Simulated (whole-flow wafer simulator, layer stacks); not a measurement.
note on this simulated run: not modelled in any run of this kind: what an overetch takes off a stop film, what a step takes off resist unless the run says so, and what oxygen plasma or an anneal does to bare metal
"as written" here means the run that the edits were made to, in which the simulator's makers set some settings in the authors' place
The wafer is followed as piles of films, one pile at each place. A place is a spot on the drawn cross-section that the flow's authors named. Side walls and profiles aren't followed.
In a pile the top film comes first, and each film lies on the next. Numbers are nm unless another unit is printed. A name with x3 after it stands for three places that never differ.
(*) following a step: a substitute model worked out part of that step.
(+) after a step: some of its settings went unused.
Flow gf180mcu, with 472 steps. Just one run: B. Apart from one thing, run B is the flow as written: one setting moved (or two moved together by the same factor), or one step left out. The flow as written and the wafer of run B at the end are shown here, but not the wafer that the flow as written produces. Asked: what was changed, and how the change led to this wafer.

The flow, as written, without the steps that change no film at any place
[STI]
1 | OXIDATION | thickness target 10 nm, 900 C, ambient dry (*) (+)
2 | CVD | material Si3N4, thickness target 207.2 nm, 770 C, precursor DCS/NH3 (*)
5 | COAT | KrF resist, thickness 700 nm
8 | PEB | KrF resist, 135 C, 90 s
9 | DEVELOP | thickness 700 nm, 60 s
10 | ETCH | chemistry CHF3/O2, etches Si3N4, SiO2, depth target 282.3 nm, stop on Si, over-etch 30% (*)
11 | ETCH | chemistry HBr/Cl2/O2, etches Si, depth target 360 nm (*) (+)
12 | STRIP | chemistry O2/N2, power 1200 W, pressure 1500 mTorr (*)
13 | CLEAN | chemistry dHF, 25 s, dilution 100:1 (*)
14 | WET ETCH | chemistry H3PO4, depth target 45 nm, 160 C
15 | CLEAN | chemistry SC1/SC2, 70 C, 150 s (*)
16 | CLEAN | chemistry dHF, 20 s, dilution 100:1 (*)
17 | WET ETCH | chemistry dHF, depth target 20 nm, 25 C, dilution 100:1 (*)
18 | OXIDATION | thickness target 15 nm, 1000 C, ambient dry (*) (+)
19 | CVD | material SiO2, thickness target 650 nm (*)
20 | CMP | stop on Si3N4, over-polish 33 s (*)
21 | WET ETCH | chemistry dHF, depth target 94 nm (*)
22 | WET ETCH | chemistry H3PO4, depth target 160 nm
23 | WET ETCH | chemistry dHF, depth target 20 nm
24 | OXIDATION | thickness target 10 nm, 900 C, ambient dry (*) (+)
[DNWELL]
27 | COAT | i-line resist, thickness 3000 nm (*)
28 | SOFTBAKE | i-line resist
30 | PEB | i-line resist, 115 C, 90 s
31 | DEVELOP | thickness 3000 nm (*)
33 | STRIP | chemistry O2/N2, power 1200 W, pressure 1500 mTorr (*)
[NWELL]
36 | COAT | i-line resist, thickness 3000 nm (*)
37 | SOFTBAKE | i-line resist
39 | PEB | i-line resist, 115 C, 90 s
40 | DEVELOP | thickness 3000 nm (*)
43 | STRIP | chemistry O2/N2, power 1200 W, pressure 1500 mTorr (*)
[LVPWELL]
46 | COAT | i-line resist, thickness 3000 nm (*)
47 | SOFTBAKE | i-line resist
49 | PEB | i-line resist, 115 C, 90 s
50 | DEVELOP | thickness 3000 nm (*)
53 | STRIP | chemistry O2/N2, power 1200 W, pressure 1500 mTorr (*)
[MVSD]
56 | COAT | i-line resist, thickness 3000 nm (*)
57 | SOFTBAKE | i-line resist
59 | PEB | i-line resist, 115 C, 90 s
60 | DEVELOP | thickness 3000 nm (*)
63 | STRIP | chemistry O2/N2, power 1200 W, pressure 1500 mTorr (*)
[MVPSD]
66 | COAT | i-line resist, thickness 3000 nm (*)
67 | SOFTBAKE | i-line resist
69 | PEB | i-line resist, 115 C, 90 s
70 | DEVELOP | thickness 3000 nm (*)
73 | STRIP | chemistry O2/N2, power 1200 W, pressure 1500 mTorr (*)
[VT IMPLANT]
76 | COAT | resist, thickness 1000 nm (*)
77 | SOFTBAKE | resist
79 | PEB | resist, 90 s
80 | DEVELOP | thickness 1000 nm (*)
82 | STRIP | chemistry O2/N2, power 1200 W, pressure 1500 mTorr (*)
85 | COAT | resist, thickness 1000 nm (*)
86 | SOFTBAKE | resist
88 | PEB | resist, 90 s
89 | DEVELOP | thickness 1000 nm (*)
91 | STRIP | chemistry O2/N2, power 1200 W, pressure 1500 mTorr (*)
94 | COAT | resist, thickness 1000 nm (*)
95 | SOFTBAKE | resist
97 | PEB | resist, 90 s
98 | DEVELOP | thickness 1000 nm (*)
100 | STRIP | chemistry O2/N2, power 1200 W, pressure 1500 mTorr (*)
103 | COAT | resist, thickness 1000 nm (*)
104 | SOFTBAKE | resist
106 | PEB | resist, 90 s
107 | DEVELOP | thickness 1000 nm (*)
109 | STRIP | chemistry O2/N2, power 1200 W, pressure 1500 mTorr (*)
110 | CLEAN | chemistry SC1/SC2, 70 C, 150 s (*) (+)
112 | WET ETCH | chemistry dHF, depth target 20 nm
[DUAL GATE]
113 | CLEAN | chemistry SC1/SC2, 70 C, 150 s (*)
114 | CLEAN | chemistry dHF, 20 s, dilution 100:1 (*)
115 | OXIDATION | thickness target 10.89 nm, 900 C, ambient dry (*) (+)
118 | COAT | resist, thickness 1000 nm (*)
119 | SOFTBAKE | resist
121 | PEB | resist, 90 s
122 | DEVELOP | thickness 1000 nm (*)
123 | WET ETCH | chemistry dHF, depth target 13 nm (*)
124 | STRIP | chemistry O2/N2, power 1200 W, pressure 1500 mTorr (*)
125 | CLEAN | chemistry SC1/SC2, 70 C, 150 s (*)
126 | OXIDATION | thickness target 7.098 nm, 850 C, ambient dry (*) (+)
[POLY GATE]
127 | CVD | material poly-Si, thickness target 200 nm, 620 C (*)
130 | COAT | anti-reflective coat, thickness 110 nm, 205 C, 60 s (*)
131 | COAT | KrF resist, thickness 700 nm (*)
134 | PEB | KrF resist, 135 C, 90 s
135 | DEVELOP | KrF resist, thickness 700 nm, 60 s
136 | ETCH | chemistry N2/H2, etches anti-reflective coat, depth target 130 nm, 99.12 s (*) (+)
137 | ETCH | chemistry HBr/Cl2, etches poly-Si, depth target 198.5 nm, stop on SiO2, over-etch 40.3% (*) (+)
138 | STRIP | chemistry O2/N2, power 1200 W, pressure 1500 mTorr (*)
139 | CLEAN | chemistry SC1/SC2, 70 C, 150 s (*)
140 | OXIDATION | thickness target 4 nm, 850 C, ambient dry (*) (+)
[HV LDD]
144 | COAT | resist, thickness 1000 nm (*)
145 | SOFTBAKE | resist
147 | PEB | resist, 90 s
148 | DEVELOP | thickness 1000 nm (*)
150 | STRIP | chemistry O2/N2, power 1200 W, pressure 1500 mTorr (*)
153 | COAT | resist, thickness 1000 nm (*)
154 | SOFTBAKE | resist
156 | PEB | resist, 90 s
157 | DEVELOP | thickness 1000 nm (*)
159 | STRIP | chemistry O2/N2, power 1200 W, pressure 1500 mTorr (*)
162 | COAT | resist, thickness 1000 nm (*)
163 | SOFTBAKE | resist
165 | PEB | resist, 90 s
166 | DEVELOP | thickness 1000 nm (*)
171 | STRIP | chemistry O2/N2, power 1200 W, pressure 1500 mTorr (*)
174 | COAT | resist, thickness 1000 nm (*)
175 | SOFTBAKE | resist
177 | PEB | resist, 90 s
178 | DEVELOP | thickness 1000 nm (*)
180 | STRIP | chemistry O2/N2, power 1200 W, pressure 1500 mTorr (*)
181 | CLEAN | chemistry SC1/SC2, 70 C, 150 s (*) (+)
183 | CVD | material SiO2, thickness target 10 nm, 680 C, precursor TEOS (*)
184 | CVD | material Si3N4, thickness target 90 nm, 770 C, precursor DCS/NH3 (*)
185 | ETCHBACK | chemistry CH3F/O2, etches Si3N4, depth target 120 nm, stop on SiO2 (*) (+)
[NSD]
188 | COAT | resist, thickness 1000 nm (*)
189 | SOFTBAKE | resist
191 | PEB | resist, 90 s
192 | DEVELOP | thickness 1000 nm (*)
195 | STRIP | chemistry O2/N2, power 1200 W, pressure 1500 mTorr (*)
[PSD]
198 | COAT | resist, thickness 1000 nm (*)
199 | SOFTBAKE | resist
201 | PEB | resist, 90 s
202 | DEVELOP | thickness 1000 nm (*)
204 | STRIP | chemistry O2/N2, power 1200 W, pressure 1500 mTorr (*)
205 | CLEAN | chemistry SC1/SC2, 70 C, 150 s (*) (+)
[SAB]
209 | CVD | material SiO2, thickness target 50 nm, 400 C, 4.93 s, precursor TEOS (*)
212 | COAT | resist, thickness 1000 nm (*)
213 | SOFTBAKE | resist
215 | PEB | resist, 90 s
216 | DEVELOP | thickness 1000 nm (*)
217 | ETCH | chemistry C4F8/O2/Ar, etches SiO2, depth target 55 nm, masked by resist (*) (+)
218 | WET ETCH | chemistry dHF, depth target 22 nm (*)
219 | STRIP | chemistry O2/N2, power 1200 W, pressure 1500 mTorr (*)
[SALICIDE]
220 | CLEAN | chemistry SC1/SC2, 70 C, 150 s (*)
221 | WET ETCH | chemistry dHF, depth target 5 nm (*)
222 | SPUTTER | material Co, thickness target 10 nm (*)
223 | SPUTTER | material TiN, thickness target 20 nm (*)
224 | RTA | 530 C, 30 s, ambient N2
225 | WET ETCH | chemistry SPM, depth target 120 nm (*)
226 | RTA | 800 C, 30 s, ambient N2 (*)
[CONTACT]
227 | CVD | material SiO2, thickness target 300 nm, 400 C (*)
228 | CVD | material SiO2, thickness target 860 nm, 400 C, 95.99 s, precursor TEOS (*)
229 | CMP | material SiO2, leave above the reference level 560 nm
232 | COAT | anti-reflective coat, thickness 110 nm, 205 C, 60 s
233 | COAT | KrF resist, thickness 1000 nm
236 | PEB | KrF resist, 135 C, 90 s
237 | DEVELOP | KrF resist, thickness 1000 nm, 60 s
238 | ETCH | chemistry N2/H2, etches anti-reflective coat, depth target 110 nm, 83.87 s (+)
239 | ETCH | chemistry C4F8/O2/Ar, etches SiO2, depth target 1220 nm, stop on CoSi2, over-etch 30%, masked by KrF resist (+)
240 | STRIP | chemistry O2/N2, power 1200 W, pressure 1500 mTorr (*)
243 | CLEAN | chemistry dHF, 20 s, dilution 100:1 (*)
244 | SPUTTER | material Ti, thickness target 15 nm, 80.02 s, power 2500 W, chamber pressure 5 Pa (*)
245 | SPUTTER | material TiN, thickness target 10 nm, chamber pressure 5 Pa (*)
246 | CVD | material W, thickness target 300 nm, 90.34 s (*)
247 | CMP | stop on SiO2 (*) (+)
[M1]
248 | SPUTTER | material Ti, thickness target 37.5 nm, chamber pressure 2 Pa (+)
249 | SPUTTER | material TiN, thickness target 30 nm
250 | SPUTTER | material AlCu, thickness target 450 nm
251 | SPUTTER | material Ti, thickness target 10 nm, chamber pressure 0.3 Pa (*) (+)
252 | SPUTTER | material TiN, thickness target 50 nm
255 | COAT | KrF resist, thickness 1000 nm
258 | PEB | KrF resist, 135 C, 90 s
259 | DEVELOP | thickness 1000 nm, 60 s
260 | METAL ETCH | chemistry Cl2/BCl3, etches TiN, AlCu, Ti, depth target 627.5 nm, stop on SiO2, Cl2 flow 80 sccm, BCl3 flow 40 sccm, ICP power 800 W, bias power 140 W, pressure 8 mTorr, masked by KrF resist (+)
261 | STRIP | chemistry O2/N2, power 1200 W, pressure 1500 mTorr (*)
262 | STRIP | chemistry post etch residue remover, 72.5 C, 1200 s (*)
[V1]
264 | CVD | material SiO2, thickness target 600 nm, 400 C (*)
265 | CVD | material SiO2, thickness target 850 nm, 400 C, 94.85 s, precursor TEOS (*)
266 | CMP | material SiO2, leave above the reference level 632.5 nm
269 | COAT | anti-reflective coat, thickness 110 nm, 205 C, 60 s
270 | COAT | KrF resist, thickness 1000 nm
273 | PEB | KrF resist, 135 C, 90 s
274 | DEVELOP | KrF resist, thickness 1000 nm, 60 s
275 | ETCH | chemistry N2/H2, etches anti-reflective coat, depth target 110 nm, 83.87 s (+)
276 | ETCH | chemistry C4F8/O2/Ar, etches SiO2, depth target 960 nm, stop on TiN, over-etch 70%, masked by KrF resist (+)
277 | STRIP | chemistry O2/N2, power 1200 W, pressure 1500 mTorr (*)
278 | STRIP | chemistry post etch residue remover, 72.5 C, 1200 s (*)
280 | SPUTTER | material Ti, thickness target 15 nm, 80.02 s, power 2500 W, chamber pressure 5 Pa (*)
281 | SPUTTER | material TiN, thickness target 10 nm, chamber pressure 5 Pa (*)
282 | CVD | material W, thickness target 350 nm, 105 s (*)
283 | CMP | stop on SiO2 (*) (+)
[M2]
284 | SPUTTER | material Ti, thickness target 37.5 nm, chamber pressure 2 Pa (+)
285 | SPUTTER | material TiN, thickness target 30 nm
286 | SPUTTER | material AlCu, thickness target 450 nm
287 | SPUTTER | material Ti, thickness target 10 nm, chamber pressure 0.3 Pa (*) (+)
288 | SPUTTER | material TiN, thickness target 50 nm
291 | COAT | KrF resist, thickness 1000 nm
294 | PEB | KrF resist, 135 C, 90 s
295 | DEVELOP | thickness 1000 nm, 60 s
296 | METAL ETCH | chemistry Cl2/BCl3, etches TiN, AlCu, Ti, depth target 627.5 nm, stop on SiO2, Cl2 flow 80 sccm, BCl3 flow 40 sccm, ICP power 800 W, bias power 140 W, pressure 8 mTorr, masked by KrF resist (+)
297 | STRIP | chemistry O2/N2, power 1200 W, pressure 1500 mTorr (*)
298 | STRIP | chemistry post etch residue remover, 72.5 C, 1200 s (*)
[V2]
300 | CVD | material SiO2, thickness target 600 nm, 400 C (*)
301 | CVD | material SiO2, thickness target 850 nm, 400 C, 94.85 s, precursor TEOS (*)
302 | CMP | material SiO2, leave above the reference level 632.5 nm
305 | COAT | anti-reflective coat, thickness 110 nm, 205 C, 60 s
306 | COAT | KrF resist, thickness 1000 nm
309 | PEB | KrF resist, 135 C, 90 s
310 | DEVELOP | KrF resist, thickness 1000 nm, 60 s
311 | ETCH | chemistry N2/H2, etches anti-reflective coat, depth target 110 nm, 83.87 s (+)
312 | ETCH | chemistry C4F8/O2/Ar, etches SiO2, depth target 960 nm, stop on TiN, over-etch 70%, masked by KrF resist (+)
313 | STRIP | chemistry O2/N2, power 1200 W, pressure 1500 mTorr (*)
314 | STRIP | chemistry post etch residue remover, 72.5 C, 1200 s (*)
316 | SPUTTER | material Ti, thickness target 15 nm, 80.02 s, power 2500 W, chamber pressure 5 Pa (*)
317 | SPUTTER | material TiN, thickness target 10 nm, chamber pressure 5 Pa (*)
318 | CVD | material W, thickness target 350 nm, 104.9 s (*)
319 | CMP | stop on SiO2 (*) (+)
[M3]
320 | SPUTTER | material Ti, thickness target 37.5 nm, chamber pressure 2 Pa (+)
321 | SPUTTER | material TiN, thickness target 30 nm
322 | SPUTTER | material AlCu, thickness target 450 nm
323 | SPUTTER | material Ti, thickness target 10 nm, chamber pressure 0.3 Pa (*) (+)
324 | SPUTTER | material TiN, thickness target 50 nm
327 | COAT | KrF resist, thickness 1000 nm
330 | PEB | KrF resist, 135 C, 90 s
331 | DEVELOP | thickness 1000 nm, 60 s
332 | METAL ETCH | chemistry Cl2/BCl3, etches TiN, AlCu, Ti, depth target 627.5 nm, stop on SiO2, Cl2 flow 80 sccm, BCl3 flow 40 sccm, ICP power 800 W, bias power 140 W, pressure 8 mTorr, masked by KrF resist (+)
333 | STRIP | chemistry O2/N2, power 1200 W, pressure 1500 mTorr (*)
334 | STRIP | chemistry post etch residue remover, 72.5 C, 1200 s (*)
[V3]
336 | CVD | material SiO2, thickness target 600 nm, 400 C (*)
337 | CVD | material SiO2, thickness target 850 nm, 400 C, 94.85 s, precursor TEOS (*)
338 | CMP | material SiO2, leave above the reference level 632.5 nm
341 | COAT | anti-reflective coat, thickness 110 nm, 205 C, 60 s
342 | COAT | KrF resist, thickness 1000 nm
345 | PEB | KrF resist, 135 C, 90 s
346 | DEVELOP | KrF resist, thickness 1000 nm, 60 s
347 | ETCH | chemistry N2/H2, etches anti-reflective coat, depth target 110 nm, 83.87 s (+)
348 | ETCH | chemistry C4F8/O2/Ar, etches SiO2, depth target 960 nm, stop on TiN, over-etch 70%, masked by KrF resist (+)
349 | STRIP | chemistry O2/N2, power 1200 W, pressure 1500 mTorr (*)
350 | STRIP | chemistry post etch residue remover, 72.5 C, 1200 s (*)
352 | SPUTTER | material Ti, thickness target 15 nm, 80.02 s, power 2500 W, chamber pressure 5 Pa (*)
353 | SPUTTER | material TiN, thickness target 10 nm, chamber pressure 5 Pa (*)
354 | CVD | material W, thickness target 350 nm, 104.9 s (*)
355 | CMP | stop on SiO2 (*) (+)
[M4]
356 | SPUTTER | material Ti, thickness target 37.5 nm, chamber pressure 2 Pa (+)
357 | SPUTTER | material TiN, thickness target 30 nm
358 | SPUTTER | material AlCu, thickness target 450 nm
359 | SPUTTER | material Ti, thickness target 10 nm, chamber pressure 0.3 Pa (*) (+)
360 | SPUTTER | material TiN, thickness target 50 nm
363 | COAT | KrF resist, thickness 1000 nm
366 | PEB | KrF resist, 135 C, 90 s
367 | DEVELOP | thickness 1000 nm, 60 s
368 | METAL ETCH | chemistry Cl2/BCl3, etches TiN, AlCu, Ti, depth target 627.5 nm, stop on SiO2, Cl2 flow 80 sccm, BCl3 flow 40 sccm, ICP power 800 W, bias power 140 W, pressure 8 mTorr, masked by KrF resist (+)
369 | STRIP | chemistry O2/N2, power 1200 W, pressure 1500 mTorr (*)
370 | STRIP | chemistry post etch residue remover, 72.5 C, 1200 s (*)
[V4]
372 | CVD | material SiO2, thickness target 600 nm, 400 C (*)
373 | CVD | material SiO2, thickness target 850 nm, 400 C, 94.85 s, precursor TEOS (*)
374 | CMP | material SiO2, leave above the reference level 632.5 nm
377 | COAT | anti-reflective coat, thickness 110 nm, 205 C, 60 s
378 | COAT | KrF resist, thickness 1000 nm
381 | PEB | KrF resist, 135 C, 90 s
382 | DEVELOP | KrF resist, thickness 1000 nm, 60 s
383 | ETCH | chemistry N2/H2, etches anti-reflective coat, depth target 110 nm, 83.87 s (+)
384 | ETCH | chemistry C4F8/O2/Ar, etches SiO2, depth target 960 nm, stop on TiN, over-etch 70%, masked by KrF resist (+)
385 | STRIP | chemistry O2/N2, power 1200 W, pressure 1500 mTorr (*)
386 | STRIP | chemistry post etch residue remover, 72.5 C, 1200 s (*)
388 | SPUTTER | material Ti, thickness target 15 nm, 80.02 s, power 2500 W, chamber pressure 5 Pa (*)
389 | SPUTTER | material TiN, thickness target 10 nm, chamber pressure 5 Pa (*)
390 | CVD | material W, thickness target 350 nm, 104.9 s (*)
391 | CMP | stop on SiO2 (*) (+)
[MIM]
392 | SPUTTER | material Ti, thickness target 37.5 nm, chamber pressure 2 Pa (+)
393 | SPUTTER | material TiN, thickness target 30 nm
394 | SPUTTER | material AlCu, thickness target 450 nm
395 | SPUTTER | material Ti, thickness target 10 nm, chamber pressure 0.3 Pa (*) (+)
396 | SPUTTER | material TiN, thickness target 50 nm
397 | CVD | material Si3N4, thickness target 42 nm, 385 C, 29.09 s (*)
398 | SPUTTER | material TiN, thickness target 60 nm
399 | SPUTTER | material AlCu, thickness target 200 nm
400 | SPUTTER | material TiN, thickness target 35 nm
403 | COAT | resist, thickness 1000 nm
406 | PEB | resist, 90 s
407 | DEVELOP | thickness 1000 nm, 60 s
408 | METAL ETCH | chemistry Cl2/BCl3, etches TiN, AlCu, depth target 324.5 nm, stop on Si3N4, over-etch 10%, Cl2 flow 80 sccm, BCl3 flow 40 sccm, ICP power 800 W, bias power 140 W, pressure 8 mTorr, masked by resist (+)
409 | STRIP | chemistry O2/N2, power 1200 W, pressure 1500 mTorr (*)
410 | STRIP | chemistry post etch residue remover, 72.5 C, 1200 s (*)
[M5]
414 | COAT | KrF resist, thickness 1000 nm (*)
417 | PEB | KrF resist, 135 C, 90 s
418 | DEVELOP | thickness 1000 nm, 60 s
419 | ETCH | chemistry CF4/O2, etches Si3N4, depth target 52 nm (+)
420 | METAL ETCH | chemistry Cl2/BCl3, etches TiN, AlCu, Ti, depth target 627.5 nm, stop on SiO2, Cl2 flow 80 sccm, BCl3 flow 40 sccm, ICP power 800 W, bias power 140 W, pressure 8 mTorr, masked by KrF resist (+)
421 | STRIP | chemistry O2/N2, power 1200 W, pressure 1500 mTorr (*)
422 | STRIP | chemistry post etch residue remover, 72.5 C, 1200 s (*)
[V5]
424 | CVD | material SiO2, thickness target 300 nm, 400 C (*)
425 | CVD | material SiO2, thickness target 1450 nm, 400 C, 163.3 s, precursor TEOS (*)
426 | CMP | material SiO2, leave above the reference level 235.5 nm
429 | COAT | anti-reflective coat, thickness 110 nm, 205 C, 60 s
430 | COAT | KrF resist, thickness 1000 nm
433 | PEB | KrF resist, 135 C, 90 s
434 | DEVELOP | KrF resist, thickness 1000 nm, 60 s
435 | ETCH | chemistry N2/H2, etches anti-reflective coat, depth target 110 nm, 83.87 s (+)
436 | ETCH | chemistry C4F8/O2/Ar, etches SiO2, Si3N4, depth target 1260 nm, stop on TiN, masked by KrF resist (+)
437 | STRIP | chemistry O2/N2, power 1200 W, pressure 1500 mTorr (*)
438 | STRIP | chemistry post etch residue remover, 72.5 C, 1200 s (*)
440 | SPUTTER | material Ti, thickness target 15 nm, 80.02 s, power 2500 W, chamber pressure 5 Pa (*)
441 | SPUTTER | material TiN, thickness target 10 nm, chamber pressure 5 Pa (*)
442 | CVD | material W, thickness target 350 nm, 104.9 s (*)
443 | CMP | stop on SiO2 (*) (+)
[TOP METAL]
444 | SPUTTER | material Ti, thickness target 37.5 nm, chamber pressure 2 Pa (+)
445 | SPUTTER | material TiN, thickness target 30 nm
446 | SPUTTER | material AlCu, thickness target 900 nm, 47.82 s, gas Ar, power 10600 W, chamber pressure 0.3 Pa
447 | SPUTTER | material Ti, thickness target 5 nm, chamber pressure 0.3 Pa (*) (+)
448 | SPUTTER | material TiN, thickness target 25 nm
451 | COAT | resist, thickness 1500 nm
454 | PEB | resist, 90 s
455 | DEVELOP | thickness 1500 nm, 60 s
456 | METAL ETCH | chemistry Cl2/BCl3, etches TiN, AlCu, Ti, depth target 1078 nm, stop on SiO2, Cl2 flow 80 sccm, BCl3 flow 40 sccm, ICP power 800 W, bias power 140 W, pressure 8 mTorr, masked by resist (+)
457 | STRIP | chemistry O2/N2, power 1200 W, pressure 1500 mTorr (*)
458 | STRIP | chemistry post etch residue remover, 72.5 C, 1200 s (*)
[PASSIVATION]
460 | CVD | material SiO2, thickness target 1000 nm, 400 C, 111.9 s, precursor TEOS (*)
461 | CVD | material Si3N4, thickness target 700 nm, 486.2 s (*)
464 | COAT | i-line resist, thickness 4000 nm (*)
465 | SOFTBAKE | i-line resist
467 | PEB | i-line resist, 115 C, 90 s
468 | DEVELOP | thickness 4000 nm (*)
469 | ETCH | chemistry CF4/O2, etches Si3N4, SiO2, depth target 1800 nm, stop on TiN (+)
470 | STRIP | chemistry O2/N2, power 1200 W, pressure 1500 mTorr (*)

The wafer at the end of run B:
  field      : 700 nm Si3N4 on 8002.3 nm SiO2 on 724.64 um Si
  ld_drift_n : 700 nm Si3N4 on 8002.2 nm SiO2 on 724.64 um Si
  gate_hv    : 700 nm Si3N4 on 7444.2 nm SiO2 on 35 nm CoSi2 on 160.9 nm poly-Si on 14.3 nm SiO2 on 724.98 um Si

The reason: step 358, SPUTTER: thickness target 225 nm was run, whereas the flow has thickness target 450 nm.

Step by step, how the change led to this:
  358 | SPUTTER | material AlCu, thickness target 450 nm
      field, field__w1, field__w2 and 108 more: +225 AlCu (new film) (in the flow as written it would be: +450 AlCu (new film))
  368 | METAL ETCH | chemistry Cl2/BCl3, etches TiN, AlCu, Ti, depth target 627.5 nm, stop on SiO2, Cl2 flow 80 sccm, BCl3 flow 40 sccm, ICP power 800 W, bias power 140 W, pressure 8 mTorr, masked by KrF resist (+)
      field, field__w1, field__w2 and 103 more: -50 TiN (all of it), -10 Ti (all of it), -225 AlCu (all of it), -30 TiN (all of it), -37.5 Ti (all of it) (in the flow as written it would be: -50 TiN (all of it), -10 Ti (all of it), -450 AlCu (all of it), -30 TiN (all of it), -37.5 Ti (all of it))
      field__w8, contact, m1, m1__w1, m1_nw: -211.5 KrF resist (in the flow as written it would be: -251 KrF resist)
  369 | STRIP | chemistry O2/N2, power 1200 W, pressure 1500 mTorr (*)
      field__w8, contact, m1, m1__w1, m1_nw: -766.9 KrF resist (all of it) (in the flow as written it would be: -727.4 KrF resist (all of it))
  374 | CMP | material SiO2, leave above the reference level 632.5 nm
      field, field__w1, field__w2 and 103 more: -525 SiO2 (in the flow as written it would be: -300 SiO2)
